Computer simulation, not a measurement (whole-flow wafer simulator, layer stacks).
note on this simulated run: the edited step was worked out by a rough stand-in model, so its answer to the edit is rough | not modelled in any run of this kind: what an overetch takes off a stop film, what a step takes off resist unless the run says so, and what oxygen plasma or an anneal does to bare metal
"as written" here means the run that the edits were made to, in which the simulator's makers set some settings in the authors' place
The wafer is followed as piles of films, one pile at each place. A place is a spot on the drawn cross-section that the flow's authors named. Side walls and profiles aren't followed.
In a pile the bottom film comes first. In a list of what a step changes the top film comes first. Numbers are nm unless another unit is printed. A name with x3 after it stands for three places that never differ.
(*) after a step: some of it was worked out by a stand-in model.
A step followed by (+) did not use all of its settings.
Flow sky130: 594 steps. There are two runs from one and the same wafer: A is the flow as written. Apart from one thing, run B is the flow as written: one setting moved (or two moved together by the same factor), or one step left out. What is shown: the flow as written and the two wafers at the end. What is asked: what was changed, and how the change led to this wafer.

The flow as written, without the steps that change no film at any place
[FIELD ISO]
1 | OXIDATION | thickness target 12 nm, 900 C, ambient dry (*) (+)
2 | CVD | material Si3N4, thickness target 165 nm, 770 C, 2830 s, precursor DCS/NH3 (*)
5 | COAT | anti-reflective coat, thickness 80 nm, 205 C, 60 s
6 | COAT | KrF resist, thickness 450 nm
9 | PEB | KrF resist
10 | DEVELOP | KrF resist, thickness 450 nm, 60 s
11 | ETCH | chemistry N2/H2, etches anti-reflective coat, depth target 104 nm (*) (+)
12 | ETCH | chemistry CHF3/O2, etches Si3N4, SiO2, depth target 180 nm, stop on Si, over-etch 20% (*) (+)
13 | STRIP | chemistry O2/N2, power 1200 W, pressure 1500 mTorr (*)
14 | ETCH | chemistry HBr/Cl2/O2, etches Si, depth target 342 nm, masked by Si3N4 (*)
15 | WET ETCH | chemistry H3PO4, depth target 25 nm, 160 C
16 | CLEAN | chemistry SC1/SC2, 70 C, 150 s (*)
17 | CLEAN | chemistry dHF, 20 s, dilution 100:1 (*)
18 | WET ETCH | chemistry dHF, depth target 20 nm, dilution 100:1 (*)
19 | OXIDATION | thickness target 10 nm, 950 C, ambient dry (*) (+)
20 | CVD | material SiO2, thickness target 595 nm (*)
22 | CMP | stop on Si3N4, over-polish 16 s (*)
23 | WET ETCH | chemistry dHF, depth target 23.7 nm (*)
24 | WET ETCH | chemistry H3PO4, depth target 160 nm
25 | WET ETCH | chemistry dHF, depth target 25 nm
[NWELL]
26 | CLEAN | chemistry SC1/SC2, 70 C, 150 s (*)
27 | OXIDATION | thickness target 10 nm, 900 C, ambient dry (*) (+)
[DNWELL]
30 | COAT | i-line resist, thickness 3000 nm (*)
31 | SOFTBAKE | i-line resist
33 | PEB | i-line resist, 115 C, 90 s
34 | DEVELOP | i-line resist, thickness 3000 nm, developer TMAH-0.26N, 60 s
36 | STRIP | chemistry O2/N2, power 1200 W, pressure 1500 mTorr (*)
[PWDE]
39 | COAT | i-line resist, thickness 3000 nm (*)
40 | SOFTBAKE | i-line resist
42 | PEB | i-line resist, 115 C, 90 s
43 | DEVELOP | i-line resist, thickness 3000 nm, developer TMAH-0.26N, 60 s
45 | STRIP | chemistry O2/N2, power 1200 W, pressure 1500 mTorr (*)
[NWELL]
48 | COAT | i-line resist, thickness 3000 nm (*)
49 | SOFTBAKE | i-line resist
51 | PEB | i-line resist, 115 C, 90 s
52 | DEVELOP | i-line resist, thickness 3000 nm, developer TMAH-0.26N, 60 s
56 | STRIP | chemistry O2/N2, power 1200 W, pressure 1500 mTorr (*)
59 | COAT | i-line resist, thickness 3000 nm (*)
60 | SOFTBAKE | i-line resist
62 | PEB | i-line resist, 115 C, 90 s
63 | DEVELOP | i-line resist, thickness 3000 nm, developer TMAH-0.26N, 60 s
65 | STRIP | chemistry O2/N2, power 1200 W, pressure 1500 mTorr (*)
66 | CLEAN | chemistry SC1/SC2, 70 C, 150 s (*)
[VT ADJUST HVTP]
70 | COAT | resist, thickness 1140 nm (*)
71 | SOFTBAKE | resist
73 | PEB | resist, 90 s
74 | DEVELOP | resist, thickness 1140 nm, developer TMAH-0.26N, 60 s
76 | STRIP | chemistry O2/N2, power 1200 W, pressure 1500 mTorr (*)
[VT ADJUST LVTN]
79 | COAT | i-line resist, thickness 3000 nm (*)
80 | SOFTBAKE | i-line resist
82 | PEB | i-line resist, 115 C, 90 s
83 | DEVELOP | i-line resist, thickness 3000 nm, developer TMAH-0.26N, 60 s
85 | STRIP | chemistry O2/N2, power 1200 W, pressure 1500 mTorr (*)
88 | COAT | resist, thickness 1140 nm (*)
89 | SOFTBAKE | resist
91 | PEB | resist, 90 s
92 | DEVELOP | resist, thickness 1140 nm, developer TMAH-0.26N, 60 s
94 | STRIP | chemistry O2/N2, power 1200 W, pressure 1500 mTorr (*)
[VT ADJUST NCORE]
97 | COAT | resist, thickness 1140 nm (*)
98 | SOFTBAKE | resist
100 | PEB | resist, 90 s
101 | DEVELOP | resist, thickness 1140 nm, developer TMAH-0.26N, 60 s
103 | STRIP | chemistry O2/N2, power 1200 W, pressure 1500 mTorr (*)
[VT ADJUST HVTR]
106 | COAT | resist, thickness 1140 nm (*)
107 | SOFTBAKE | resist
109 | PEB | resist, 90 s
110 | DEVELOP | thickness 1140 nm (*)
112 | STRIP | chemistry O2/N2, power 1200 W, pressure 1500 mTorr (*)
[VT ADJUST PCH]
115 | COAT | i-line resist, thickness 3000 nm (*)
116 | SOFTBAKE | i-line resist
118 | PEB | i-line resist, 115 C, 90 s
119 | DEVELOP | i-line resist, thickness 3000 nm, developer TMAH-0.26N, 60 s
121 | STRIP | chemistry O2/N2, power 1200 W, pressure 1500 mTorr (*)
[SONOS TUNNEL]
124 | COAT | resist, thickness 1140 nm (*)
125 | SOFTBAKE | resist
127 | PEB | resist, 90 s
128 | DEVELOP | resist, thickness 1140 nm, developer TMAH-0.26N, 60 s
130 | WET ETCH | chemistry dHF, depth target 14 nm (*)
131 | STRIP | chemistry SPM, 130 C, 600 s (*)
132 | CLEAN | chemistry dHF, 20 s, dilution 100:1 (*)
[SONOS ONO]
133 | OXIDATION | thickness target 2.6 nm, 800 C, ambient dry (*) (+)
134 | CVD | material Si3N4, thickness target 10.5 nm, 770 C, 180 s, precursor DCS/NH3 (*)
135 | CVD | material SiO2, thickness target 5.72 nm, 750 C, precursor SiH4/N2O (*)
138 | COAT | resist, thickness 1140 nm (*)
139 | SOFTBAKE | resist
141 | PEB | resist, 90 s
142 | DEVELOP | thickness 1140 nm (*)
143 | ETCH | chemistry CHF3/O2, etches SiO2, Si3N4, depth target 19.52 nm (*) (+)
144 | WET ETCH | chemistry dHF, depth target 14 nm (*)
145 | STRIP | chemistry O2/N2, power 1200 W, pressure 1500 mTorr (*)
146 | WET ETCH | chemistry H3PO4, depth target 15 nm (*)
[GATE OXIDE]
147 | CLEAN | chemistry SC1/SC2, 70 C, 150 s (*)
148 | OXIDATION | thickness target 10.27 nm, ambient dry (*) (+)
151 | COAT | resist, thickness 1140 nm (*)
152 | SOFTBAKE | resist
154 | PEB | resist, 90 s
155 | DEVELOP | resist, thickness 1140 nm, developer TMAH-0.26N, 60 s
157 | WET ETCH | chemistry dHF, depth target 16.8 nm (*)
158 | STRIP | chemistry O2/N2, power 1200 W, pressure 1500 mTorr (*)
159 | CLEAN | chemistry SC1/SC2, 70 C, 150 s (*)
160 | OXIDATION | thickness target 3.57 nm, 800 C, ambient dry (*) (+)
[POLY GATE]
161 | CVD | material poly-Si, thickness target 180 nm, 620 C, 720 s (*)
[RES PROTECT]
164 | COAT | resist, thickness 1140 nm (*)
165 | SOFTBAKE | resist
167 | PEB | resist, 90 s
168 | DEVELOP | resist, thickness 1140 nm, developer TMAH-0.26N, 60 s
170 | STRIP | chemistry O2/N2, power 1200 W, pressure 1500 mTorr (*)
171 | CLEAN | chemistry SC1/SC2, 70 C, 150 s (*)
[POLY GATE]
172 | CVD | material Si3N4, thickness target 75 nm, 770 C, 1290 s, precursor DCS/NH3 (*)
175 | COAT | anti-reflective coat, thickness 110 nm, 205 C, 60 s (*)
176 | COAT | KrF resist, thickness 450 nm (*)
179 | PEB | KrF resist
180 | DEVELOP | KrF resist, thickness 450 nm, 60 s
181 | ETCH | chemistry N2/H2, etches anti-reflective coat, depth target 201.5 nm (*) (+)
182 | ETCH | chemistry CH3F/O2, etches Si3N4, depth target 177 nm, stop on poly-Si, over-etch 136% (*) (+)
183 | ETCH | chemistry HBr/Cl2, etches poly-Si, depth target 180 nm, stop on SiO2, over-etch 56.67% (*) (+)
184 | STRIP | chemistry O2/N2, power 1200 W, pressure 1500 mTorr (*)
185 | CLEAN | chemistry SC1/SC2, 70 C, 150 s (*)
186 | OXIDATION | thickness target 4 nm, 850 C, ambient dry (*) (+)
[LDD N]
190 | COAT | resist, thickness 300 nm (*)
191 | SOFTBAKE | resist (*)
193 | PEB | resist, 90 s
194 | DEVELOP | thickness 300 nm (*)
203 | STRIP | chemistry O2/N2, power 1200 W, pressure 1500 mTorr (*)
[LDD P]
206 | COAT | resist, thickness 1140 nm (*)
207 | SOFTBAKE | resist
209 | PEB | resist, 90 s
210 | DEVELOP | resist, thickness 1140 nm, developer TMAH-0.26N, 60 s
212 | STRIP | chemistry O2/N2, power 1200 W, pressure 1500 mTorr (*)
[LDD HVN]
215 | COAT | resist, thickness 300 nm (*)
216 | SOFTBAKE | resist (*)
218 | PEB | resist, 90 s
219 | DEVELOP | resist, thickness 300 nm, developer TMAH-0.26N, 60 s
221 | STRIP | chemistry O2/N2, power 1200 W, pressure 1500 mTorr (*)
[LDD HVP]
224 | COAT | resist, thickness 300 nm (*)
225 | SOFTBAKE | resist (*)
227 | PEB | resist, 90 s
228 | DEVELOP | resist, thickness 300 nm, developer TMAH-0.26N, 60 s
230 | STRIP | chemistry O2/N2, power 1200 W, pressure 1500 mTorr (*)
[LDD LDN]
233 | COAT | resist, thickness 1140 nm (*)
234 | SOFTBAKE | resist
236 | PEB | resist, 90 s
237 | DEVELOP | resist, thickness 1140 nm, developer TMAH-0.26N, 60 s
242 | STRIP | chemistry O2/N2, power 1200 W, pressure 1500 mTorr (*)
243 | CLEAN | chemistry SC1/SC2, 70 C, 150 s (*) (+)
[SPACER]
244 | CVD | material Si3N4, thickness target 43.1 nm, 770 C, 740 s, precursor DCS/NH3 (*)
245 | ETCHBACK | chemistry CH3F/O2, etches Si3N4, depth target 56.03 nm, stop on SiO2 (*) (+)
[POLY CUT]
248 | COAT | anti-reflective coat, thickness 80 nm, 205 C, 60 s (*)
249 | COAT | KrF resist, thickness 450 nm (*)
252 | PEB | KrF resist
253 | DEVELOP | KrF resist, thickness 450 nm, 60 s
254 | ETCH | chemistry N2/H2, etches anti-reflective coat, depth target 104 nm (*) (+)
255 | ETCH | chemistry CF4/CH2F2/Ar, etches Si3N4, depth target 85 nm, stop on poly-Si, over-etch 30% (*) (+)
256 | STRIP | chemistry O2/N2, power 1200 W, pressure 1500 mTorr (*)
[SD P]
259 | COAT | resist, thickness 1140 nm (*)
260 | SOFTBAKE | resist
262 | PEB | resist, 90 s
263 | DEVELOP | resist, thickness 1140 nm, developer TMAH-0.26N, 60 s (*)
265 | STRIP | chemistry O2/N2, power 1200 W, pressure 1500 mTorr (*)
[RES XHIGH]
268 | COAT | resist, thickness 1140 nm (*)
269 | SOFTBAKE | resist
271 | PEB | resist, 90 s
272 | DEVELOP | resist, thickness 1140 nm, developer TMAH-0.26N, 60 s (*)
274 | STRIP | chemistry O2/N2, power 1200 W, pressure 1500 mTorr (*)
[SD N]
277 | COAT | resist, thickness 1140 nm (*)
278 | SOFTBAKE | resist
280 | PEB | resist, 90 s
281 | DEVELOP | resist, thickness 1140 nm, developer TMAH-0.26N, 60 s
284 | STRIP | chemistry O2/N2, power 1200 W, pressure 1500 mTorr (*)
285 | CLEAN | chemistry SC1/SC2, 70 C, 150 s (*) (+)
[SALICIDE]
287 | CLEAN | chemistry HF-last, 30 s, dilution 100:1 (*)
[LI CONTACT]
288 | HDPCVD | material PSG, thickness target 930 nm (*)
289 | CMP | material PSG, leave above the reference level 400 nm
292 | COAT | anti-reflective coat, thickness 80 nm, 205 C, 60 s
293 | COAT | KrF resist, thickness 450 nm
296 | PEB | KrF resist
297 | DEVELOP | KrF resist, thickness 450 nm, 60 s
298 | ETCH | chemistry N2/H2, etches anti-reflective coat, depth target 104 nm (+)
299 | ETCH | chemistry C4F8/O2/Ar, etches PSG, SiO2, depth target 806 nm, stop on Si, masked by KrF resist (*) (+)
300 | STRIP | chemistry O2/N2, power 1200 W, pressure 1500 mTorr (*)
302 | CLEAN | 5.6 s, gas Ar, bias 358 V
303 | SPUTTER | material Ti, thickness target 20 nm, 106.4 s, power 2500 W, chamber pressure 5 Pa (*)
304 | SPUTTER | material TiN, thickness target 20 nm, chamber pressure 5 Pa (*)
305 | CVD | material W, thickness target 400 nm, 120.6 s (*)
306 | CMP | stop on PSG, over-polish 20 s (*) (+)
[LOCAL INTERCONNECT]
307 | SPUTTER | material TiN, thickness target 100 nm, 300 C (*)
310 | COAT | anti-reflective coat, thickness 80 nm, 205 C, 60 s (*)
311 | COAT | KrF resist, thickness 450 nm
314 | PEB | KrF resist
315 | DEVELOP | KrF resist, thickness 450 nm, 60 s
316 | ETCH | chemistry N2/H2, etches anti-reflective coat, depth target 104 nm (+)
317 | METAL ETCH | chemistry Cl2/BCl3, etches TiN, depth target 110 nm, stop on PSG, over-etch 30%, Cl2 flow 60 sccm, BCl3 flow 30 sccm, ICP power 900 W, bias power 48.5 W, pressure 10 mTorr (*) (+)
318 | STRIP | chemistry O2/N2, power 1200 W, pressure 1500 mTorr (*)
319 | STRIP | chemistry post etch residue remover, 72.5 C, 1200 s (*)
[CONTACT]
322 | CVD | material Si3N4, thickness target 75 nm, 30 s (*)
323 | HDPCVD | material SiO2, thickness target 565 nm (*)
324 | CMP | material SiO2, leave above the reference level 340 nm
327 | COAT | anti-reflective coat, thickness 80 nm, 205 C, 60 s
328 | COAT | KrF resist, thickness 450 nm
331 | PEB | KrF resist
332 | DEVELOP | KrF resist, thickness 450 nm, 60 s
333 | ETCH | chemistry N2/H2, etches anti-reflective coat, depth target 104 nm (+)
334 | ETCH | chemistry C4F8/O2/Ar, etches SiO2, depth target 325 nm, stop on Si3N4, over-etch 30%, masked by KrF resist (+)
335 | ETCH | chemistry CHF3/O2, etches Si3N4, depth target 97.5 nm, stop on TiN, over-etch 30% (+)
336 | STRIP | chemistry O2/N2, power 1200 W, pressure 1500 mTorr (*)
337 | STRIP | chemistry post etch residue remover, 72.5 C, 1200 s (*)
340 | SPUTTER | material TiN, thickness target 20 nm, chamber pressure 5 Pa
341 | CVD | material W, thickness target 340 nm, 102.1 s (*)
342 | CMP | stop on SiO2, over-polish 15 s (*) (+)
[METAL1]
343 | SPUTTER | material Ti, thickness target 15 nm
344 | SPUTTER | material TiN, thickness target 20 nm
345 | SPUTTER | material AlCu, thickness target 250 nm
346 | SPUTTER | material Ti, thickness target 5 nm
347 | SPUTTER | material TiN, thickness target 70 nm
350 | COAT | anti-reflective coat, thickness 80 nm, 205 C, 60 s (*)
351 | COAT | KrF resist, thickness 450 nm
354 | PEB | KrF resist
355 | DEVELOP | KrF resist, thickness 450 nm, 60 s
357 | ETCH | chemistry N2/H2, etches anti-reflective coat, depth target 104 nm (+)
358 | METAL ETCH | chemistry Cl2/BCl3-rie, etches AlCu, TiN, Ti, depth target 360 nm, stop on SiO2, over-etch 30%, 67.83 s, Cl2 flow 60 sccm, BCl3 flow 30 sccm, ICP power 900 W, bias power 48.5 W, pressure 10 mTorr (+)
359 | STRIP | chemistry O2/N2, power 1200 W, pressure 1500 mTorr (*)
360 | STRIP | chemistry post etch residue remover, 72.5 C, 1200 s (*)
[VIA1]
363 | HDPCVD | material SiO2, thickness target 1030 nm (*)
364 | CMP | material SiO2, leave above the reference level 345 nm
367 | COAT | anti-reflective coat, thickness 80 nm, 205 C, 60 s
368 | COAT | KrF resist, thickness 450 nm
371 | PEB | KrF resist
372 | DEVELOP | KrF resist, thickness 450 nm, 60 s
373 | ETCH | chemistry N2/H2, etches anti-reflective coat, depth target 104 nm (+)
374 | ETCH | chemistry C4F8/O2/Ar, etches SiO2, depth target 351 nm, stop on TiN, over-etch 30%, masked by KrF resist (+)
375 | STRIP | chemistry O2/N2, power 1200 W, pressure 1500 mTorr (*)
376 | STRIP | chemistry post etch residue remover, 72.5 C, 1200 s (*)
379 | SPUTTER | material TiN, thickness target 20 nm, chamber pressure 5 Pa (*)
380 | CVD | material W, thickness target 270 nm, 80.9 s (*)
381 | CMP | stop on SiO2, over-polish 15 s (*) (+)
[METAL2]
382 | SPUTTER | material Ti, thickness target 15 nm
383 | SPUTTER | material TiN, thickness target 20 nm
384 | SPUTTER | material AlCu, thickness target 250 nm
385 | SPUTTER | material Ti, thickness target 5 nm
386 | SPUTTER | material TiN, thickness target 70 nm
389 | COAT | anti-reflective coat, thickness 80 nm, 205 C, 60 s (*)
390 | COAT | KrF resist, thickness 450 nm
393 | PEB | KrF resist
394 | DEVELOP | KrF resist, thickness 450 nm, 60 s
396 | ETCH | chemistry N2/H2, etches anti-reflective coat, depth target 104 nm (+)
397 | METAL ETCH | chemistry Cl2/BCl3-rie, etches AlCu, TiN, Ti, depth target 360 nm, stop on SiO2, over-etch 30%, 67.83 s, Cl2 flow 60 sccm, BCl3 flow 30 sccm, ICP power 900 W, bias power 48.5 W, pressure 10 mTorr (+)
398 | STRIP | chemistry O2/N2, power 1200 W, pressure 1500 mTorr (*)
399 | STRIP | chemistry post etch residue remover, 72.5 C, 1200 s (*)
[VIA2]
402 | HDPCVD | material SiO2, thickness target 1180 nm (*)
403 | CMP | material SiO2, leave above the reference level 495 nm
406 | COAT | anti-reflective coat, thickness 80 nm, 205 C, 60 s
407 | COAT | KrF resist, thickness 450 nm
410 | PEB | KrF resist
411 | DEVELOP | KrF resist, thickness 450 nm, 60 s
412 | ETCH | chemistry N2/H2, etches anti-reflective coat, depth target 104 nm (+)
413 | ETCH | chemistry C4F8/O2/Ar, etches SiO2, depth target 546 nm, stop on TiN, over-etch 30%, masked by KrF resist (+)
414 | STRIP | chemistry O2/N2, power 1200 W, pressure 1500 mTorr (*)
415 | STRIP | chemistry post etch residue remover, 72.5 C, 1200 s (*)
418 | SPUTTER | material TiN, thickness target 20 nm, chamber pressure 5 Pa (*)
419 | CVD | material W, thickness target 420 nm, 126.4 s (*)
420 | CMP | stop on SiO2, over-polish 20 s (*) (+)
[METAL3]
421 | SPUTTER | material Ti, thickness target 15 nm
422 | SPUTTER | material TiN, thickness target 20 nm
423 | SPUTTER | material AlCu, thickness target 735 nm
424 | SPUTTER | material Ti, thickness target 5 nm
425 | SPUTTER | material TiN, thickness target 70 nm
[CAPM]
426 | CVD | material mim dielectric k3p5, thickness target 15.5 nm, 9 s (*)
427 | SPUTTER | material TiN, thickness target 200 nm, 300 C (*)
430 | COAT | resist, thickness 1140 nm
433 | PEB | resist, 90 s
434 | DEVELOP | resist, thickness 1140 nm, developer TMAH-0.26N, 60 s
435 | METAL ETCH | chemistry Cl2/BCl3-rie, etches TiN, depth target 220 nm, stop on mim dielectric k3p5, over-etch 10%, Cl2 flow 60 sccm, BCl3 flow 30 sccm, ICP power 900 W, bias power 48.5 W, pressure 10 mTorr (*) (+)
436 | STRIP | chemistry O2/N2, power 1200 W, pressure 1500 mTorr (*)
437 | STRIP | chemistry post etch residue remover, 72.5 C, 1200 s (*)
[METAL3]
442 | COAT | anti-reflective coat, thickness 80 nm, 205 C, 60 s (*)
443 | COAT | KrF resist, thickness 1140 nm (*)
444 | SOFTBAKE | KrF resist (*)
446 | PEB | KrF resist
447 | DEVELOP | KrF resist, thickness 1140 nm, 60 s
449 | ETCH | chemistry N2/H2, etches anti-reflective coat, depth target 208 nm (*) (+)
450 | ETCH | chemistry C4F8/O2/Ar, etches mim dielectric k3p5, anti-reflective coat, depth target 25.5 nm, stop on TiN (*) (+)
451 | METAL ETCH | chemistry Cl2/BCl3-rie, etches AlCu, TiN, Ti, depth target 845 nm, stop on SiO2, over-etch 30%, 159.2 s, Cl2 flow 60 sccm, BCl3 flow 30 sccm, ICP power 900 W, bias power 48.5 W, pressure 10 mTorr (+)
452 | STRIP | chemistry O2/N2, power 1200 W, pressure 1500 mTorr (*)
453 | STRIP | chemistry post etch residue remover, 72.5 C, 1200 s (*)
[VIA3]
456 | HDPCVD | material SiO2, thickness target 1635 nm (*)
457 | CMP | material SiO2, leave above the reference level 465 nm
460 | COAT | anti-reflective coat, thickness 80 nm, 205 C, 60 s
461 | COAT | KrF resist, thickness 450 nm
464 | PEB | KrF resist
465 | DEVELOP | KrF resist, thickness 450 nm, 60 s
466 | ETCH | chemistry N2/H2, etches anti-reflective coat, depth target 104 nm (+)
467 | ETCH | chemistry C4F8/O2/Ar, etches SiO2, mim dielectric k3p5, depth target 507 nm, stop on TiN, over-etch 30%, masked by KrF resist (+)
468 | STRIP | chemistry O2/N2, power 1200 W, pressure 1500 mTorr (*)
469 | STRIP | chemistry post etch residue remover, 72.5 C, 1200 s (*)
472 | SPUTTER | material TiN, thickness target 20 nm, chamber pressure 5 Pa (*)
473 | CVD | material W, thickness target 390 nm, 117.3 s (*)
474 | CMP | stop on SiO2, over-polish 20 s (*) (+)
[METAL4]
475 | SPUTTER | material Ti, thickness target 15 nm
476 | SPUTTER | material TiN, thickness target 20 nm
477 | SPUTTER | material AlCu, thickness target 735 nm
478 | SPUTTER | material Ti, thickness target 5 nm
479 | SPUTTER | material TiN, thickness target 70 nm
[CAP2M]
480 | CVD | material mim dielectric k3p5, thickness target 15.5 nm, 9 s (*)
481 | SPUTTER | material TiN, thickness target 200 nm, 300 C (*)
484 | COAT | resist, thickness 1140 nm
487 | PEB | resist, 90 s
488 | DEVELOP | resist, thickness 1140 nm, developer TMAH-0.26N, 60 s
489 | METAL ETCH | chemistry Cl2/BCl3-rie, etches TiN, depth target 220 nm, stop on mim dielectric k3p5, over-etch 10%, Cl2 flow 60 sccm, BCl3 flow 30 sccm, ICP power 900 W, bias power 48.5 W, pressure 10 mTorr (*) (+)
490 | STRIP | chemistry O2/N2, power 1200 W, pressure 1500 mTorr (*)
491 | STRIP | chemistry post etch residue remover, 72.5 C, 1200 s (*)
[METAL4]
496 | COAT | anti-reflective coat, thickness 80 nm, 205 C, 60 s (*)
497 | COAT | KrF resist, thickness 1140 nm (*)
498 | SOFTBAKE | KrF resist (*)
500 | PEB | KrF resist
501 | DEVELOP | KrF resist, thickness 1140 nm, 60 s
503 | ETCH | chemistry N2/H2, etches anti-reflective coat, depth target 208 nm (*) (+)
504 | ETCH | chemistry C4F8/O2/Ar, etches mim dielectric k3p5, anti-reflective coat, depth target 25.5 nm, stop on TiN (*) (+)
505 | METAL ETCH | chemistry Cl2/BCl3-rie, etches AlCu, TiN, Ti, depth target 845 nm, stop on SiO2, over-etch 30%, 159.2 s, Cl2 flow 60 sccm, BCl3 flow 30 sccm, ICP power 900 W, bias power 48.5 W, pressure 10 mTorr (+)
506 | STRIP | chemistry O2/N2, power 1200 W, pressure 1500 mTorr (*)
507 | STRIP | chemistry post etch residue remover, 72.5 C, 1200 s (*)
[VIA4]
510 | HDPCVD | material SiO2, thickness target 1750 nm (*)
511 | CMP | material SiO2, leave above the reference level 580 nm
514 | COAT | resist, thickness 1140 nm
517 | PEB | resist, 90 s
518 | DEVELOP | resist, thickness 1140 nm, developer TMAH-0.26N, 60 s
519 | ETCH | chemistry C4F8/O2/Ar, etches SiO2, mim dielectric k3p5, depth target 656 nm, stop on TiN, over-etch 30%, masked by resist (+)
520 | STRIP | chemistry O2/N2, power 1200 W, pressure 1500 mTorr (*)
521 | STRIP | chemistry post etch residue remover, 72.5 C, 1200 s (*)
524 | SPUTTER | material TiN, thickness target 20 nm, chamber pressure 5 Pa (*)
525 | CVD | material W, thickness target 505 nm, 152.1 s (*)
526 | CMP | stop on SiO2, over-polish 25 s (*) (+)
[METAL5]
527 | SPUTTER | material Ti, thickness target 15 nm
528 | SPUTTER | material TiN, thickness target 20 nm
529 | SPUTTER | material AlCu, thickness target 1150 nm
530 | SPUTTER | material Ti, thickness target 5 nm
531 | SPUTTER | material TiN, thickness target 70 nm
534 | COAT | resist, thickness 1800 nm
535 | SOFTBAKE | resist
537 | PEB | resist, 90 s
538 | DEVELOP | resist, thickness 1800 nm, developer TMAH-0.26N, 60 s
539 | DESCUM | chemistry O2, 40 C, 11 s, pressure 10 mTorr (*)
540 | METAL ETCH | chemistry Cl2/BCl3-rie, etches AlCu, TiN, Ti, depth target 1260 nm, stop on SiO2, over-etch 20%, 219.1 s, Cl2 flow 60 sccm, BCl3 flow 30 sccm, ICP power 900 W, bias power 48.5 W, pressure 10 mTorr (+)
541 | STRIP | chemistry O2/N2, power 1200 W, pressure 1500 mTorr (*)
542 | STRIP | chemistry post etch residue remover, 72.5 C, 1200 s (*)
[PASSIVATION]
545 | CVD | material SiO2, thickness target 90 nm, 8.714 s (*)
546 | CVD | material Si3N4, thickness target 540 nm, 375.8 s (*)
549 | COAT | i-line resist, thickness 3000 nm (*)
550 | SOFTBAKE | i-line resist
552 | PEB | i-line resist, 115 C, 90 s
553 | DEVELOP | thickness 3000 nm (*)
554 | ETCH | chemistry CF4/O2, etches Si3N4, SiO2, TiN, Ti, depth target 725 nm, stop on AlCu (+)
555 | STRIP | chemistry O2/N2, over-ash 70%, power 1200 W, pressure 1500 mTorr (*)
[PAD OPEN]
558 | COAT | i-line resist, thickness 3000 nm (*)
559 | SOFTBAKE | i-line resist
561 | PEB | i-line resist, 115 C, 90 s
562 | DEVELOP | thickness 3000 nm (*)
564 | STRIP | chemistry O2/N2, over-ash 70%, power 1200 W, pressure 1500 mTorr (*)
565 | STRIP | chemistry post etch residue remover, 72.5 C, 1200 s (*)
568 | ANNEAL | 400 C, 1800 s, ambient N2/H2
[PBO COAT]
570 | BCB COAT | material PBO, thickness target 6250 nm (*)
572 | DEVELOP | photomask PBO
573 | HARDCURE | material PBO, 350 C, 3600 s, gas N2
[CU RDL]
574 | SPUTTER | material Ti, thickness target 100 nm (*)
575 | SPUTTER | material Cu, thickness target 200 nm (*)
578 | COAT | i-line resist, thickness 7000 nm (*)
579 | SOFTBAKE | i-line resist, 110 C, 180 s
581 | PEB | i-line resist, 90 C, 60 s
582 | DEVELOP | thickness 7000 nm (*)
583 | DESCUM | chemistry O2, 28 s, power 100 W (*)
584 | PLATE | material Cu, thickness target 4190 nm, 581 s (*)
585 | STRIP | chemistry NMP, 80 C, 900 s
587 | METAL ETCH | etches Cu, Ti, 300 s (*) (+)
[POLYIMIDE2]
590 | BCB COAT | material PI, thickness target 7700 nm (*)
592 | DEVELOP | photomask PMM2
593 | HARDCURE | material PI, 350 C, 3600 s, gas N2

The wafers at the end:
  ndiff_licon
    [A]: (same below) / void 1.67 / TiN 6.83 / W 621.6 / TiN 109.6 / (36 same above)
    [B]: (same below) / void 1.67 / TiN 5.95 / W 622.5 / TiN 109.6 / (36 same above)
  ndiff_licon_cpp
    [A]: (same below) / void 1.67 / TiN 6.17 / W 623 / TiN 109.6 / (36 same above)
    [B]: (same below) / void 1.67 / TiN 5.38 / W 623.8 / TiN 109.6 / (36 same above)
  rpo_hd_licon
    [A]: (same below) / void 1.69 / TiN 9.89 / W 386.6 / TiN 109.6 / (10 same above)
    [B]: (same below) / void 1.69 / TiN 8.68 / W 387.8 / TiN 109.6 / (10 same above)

Cause: step 304, SPUTTER: chamber pressure 3.24 Pa was run, while the flow as written has chamber pressure 5 Pa.

The path from the change to this, step by step:
  304 | SPUTTER | material TiN, thickness target 20 nm, chamber pressure 5 Pa (*)
      ndiff_licon: A TiN gains 6.83 (new film) | B TiN gains 5.95 (new film)
      ndiff_licon_cpp: A TiN gains 6.17 (new film) | B TiN gains 5.38 (new film)
      (also at 1 further place)
